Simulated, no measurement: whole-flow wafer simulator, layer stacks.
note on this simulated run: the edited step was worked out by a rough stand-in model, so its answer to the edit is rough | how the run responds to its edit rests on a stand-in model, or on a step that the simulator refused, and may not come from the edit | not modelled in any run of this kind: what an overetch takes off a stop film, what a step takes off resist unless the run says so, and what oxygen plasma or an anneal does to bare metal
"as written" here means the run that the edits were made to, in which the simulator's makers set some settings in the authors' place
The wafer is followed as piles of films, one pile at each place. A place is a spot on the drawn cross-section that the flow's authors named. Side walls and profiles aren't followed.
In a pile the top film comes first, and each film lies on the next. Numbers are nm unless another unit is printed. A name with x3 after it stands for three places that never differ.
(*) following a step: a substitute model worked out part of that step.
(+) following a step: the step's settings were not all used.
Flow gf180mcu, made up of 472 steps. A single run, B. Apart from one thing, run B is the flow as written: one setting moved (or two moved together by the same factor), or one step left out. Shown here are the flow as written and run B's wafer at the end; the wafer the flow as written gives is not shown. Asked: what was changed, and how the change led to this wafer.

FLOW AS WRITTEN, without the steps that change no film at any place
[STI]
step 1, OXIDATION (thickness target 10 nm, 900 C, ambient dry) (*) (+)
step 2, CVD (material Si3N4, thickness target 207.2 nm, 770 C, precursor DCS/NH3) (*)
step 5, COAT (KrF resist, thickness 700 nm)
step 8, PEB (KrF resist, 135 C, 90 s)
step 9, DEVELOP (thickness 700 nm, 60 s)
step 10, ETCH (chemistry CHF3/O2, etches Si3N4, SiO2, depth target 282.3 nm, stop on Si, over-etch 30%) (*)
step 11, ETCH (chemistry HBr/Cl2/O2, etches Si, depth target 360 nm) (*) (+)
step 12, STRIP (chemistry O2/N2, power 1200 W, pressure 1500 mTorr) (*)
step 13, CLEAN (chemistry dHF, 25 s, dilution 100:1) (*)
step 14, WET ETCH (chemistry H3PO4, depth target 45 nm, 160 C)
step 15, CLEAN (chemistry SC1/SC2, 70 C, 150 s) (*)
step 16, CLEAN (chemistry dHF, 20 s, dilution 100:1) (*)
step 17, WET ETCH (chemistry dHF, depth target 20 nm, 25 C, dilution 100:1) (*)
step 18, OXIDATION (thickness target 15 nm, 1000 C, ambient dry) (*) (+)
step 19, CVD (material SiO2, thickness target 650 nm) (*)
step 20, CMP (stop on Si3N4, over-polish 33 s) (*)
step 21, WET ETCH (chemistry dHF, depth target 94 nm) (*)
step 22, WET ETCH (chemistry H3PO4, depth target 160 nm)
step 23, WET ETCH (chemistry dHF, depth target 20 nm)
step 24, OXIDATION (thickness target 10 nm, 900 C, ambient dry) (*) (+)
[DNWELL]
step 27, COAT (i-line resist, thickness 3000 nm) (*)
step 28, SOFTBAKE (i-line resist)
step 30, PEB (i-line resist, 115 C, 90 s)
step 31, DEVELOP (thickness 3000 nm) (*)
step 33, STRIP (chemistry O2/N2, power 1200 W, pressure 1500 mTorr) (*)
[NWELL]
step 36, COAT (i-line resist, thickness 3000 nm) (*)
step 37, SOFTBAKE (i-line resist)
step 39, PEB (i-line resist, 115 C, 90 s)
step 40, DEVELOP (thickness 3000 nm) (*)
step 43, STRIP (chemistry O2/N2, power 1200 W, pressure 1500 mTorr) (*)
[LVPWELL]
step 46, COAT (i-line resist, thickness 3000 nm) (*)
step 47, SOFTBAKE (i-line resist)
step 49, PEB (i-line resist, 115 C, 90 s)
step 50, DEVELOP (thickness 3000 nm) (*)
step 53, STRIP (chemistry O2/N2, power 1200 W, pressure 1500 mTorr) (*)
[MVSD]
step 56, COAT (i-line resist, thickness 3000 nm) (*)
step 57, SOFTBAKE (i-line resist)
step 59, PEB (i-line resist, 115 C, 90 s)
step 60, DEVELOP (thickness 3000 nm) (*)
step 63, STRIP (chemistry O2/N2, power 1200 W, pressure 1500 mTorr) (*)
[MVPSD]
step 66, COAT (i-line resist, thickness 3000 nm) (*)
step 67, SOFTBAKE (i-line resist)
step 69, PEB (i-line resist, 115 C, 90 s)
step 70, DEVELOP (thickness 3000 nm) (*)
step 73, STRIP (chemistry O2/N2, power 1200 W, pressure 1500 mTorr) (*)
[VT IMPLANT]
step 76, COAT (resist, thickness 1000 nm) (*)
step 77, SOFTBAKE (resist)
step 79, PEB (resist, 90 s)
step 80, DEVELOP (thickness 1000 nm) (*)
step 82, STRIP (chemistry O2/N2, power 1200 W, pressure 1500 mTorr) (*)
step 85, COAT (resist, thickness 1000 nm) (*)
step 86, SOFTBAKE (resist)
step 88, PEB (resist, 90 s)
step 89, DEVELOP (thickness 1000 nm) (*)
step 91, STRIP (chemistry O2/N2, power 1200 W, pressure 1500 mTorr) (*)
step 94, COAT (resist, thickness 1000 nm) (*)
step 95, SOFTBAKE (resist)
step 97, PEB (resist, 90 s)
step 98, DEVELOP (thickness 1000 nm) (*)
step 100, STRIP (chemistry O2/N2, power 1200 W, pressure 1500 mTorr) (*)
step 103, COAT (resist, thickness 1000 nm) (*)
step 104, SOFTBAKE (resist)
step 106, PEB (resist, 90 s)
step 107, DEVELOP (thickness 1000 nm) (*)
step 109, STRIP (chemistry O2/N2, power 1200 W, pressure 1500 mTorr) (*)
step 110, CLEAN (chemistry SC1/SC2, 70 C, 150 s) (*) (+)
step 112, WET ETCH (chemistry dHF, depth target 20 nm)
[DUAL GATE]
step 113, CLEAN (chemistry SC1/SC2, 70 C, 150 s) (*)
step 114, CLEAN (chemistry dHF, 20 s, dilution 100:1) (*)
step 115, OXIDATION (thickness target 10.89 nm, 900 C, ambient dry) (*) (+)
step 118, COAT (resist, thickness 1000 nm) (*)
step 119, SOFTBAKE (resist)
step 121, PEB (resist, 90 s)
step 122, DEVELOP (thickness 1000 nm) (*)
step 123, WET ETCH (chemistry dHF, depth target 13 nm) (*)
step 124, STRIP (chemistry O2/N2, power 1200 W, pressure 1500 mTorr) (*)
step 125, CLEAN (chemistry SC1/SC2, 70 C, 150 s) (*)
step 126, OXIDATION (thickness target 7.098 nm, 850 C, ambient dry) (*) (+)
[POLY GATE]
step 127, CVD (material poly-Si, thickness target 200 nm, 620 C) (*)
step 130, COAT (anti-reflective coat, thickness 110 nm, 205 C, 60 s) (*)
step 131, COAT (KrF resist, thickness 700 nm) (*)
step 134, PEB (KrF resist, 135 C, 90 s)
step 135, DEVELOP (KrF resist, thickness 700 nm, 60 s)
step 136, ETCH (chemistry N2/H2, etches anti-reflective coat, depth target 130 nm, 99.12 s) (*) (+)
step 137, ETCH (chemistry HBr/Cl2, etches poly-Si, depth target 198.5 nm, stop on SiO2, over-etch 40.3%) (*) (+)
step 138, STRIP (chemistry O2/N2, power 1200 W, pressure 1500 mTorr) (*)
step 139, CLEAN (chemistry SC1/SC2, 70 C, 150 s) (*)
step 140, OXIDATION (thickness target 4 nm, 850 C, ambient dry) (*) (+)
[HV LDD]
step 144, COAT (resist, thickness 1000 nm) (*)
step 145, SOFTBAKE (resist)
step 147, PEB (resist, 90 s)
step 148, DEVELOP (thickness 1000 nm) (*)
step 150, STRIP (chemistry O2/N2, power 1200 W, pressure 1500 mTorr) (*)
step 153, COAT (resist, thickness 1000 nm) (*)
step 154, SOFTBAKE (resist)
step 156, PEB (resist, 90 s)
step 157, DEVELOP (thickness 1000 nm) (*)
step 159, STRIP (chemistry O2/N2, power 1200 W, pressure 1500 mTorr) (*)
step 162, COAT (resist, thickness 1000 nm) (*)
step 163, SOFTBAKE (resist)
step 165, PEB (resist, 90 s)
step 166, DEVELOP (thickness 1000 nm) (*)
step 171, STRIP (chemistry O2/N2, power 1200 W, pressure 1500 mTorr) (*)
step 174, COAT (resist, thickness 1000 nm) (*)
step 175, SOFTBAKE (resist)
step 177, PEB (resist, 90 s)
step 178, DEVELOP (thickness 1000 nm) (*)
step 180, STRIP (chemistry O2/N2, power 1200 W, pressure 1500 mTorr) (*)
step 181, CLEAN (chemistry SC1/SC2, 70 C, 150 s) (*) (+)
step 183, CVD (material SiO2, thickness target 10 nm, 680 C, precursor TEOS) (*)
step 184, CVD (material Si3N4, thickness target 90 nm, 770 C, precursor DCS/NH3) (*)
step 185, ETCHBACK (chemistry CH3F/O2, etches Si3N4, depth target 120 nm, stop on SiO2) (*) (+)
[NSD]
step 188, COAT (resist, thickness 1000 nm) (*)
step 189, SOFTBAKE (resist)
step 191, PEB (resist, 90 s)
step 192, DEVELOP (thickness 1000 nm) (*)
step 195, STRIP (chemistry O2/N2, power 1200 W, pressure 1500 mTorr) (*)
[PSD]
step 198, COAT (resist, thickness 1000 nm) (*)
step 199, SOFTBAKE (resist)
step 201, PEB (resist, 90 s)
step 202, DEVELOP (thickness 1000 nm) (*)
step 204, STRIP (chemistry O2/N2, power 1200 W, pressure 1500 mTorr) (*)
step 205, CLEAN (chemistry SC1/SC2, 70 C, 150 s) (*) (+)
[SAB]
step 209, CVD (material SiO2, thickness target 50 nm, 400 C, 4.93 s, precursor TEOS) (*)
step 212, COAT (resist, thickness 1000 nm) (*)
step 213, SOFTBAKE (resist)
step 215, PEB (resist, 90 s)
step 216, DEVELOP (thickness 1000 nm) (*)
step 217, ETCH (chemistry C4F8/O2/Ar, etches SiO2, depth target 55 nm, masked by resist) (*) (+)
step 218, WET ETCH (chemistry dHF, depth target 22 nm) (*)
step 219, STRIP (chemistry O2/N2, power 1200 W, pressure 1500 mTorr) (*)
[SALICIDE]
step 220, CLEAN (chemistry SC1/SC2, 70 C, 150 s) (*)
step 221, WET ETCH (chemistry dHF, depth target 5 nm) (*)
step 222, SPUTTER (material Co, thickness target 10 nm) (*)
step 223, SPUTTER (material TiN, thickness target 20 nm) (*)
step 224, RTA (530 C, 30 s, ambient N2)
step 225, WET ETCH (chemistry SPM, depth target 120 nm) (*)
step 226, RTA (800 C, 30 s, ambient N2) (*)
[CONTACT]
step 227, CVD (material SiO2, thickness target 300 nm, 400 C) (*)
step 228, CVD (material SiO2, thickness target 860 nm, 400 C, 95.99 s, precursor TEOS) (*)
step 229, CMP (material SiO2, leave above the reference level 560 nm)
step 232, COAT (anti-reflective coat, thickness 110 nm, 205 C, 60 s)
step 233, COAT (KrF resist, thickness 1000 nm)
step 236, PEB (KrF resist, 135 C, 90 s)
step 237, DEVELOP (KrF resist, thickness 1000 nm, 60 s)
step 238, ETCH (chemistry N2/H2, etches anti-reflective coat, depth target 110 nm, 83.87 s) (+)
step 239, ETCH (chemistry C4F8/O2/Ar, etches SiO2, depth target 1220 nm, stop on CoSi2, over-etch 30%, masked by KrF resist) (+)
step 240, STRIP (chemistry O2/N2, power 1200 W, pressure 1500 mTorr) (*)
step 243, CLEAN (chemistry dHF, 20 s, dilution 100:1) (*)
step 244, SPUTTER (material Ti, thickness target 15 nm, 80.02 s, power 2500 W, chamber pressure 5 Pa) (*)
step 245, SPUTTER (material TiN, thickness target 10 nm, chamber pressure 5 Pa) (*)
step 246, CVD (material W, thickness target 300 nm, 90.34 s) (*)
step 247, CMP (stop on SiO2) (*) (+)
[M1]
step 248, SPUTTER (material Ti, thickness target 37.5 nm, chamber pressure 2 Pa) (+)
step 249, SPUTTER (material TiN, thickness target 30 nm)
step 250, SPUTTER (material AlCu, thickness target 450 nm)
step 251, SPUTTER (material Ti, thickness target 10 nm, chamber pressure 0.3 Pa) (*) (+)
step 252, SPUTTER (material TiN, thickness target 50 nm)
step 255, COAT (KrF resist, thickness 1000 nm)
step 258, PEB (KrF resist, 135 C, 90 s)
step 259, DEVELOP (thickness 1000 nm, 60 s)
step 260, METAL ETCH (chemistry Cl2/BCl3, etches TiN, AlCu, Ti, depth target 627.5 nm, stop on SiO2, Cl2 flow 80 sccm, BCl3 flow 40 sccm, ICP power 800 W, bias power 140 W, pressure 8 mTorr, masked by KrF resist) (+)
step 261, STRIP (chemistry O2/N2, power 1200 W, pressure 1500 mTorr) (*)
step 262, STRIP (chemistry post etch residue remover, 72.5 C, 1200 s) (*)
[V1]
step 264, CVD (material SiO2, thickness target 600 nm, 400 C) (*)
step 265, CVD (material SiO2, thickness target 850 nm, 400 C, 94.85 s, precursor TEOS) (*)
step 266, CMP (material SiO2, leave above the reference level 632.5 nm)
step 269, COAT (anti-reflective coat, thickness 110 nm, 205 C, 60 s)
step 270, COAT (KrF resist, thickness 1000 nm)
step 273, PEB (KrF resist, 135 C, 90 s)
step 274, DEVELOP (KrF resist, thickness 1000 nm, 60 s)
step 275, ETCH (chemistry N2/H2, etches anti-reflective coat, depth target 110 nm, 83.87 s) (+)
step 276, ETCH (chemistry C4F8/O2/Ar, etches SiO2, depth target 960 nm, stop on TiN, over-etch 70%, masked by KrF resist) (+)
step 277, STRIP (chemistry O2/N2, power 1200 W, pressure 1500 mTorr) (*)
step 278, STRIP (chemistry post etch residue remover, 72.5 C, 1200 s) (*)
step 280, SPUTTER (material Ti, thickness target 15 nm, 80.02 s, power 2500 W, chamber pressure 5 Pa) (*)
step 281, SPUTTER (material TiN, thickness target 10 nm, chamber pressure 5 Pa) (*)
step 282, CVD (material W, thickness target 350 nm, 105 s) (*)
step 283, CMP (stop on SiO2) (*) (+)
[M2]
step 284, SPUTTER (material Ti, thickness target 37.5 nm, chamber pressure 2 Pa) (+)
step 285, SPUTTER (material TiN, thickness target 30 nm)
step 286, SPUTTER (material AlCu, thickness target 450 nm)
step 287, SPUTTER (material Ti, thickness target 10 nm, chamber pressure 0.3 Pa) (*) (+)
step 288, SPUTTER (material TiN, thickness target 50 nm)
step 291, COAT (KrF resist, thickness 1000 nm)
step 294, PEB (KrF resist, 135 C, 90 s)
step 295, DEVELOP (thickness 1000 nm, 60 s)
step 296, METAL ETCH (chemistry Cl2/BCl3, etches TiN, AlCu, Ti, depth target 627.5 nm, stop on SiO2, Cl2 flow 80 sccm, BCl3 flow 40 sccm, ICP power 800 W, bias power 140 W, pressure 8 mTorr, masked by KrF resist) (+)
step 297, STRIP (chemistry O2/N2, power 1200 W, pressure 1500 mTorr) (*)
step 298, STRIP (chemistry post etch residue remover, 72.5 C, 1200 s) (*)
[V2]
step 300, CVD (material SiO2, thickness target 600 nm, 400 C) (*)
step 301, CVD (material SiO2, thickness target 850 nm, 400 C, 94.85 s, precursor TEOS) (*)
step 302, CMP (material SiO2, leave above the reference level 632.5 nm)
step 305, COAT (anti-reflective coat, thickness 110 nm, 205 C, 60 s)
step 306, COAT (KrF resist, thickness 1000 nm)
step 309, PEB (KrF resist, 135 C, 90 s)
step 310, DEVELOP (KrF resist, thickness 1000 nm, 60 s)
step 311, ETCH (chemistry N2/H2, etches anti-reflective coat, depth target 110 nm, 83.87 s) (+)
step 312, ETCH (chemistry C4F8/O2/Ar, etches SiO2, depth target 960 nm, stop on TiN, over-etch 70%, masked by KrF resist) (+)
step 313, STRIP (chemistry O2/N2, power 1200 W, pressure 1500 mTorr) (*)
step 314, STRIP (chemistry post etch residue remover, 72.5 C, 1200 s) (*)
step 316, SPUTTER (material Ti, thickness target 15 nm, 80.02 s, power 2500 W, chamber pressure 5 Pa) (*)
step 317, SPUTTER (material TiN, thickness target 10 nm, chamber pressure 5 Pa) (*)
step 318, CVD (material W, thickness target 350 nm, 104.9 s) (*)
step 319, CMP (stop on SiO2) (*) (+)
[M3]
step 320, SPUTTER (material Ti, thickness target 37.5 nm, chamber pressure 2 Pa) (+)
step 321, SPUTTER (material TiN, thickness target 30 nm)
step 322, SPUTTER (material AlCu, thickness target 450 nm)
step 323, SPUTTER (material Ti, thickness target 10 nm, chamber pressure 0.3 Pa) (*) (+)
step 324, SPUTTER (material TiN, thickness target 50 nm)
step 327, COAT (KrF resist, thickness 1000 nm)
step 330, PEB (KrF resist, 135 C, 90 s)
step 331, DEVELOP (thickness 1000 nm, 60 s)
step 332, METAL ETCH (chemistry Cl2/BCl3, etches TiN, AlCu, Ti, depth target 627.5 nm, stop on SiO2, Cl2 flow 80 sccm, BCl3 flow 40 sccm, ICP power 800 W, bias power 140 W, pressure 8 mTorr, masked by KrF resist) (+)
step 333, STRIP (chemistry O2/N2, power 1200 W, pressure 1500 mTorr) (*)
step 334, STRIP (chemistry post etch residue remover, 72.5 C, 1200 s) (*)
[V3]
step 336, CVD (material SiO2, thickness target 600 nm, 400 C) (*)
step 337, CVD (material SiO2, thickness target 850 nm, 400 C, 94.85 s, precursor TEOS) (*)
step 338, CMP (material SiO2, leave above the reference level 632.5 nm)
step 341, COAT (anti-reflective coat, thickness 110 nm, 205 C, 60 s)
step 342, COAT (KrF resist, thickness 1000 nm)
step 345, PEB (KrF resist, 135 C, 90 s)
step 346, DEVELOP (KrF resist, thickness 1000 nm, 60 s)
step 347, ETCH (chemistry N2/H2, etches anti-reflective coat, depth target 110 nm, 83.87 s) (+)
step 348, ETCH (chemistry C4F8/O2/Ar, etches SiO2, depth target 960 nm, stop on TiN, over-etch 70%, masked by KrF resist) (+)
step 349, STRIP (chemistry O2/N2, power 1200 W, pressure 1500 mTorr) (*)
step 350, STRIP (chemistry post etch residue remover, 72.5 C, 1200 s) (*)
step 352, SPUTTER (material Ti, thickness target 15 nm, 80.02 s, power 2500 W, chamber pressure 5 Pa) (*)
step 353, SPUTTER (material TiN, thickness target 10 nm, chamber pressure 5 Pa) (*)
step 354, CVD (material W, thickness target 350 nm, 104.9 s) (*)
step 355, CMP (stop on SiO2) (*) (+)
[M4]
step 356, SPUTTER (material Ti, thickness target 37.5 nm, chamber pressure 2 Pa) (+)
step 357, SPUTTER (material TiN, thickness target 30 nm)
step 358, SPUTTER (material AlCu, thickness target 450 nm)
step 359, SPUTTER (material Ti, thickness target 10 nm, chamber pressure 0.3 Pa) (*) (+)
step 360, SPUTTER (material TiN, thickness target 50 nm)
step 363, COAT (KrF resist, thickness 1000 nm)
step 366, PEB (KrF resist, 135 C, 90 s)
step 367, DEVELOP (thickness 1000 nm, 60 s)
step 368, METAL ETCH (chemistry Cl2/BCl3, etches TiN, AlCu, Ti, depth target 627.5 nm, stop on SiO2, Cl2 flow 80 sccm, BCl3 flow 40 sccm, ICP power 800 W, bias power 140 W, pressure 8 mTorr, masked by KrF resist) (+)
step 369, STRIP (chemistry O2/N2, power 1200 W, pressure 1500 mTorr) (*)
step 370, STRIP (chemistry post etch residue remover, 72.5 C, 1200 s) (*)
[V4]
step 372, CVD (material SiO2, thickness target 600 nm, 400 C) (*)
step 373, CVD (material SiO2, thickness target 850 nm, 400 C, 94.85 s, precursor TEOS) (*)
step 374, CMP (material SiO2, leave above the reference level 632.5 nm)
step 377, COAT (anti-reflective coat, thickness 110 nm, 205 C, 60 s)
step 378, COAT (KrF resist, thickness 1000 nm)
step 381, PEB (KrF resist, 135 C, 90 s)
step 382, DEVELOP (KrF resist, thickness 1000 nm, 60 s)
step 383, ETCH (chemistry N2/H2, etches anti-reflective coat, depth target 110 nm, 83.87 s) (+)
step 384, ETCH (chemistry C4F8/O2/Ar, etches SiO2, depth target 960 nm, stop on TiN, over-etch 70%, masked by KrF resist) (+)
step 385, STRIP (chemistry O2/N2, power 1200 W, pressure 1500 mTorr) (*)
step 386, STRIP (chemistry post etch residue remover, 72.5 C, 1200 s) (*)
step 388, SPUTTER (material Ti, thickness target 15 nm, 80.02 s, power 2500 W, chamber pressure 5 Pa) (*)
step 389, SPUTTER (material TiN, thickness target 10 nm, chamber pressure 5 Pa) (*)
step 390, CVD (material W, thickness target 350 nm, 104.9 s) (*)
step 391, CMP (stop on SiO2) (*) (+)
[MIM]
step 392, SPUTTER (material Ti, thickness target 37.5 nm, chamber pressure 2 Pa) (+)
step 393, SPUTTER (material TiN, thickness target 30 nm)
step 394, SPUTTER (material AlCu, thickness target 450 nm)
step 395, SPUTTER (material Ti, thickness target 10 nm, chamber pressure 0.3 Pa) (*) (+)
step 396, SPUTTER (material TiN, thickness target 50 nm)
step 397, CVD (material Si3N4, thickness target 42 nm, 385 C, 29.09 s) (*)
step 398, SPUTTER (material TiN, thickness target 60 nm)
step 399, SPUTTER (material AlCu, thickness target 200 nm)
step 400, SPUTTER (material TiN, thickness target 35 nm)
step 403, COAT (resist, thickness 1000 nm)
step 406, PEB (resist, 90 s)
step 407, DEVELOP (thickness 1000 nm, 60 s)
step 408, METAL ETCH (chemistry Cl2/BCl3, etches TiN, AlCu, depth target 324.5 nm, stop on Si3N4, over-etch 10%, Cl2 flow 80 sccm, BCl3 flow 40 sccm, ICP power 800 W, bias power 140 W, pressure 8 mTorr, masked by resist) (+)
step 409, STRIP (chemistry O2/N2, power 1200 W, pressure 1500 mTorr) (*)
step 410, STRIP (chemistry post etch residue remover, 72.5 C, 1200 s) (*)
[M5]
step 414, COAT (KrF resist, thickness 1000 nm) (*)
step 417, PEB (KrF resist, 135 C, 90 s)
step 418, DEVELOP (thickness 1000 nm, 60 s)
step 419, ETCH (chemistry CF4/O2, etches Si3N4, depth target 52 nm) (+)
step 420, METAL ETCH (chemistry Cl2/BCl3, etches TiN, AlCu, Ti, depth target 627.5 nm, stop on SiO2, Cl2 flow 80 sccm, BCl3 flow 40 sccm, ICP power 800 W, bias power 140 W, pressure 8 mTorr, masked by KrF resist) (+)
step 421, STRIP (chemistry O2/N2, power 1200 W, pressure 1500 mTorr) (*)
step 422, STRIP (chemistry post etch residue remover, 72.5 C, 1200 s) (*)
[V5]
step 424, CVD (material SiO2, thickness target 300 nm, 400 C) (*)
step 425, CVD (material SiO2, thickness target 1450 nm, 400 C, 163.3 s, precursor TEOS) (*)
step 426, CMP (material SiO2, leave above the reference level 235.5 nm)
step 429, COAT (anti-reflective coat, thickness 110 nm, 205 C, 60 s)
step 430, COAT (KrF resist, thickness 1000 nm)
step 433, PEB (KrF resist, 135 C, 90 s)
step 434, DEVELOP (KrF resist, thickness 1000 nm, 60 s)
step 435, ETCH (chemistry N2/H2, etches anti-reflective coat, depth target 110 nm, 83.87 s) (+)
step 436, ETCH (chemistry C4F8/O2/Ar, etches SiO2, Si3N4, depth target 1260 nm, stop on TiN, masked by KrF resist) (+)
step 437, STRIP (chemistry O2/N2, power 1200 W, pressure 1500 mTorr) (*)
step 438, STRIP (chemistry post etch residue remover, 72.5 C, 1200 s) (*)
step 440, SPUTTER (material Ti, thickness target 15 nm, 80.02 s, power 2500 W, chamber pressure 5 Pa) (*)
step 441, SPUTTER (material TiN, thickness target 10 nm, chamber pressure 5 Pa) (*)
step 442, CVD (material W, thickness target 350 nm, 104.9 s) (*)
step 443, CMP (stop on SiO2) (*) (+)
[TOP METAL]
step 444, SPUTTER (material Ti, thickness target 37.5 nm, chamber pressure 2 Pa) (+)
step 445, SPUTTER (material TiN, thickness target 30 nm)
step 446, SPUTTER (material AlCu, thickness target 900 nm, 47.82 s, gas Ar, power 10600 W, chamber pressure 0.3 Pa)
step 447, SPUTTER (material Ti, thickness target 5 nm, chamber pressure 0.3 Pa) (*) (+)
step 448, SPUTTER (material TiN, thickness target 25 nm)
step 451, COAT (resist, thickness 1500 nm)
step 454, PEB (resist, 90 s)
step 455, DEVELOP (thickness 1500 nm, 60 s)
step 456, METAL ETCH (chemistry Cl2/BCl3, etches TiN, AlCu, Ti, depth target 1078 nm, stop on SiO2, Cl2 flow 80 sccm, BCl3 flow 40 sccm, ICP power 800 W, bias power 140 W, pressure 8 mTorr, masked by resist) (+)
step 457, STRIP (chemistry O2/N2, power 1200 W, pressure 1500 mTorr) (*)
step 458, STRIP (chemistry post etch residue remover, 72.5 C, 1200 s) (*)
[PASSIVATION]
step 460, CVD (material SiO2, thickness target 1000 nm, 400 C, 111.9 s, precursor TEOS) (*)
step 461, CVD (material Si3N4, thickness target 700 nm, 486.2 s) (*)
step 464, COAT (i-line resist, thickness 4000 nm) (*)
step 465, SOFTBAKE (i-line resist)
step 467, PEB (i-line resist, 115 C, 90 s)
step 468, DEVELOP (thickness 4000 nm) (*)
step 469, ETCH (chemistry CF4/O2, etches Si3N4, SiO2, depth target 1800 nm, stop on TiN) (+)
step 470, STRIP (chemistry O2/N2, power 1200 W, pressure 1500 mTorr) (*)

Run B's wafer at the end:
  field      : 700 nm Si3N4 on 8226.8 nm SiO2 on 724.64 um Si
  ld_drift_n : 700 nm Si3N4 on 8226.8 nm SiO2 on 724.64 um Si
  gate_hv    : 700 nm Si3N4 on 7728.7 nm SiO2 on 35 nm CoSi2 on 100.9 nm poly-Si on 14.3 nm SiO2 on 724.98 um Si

Cause: step 127, CVD: thickness target 140 nm was run, though the flow has thickness target 200 nm.

How this came from the change, step by step:
  step 127, CVD (material poly-Si, thickness target 200 nm, 620 C) (*)
      field, field__w1, field__w2 and 89 more: +140 poly-Si (new film) (it would be, as written: +200 poly-Si (new film))
  step 137, ETCH (chemistry HBr/Cl2, etches poly-Si, depth target 198.5 nm, stop on SiO2, over-etch 40.3%) (*) (+)
      gate, gate_hv, gate_p and 25 more: -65 KrF resist (it would be, as written: -92.8 KrF resist)
      field, field__w3, field__w12 and 10 more: -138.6 poly-Si (all of it), -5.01 SiO2 (it would be, as written: -198.6 poly-Si (all of it), -0.4 SiO2)
      (as well as at 51 more places)
  step 138, STRIP (chemistry O2/N2, power 1200 W, pressure 1500 mTorr) (*)
      gate: +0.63 chemical SiO2 (new film), -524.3 KrF resist (all of it), -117 anti-reflective coat (all of it), -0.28 poly-Si (it would be, as written: +0.62 chemical SiO2 (new film), -496.5 KrF resist (all of it), -117 anti-reflective coat (all of it), -0.27 poly-Si)
      gate_hv: +0.63 chemical SiO2 (new film), -523.2 KrF resist (all of it), -109.8 anti-reflective coat (all of it), -0.28 poly-Si (it would be, as written: +0.62 chemical SiO2 (new film), -495.3 KrF resist (all of it), -109.8 anti-reflective coat (all of it), -0.27 poly-Si)
      (as well as at 26 more places)
  step 140, OXIDATION (thickness target 4 nm, 850 C, ambient dry) (*) (+)
      active, n_well, sd_p, contact, nplus_u: +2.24 SiO2, -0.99 Si (it would be, as written: +1.17 SiO2, -0.51 Si)
      pplus_u, iso_ptap_pw, iso_ntap_nw, iso_ptap_sub, vpnp_e: +2.25 SiO2, -0.99 Si (it would be, as written: +1.17 SiO2, -0.51 Si)
      (as well as at 3 more places)
  step 144, COAT (resist, thickness 1000 nm) (*)
      gate: +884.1 resist (new film) (it would be, as written: +837.4 resist (new film))
      gate_hv: +887.6 resist (new film) (it would be, as written: +845.5 resist (new film))
      (as well as at 26 more places)
  step 145, SOFTBAKE (resist)
      field__w6: +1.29 resist (it would be, as written: +1.94 resist)
      field_sub: +1.68 resist (it would be, as written: +2.41 resist)
      (as well as at 22 more places)
  step 147, PEB (resist, 90 s)
      ld_gate_n, ld_acc_n: -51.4 resist (it would be, as written: -49.2 resist)
      polyc_n, polyc_p: -48.9 resist (it would be, as written: -46.1 resist)
      (as well as at 24 more places)
  step 148, DEVELOP (thickness 1000 nm) (*)
      gate: -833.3 resist (all of it) (it would be, as written: -789.1 resist (all of it))
      npoly_u: -832.1 resist (all of it) (it would be, as written: -790.2 resist (all of it))
      (as well as at 3 more places)
  step 150, STRIP (chemistry O2/N2, power 1200 W, pressure 1500 mTorr) (*)
      gate_hv: -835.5 resist (all of it) (it would be, as written: -795.2 resist (all of it))
      gate_p: -837.9 resist (all of it) (it would be, as written: -795.2 resist (all of it))
      (as well as at 21 more places)
  step 153, COAT (resist, thickness 1000 nm) (*)
      gate: +884.1 resist (new film) (it would be, as written: +837.4 resist (new film))
      gate_hv: +887.6 resist (new film) (it would be, as written: +845.5 resist (new film))
      (as well as at 26 more places)
  step 154, SOFTBAKE (resist)
      field__w6: +1.29 resist (it would be, as written: +1.94 resist)
      field_sub: +1.68 resist (it would be, as written: +2.41 resist)
      (as well as at 22 more places)
  step 156, PEB (resist, 90 s)
      ld_gate_n, ld_acc_n: -51.4 resist (it would be, as written: -49.2 resist)
      polyc_n, polyc_p: -48.9 resist (it would be, as written: -46.1 resist)
      (as well as at 24 more places)
  step 157, DEVELOP (thickness 1000 nm) (*)
      gate_p: -837.9 resist (all of it) (it would be, as written: -795.2 resist (all of it))
      ppoly_u: -834.3 resist (all of it) (it would be, as written: -793.1 resist (all of it))
      (as well as at 3 more places)
  step 159, STRIP (chemistry O2/N2, power 1200 W, pressure 1500 mTorr) (*)
      gate: -833.3 resist (all of it) (it would be, as written: -789.1 resist (all of it))
      gate_hv: -835.5 resist (all of it) (it would be, as written: -795.2 resist (all of it))
      (as well as at 21 more places)
  step 162, COAT (resist, thickness 1000 nm) (*)
      gate: +884.1 resist (new film) (it would be, as written: +837.4 resist (new film))
      gate_hv: +887.6 resist (new film) (it would be, as written: +845.5 resist (new film))
      (as well as at 26 more places)
  step 163, SOFTBAKE (resist)
      field__w6: +1.29 resist (it would be, as written: +1.94 resist)
      field_sub: +1.68 resist (it would be, as written: +2.41 resist)
      (as well as at 22 more places)
  ... 33 other steps ...
  step 246, CVD (material W, thickness target 300 nm, 90.34 s) (*)
      polyc_n, polyc_p: +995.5 W (new film) (it would be, as written: +936 W (new film))
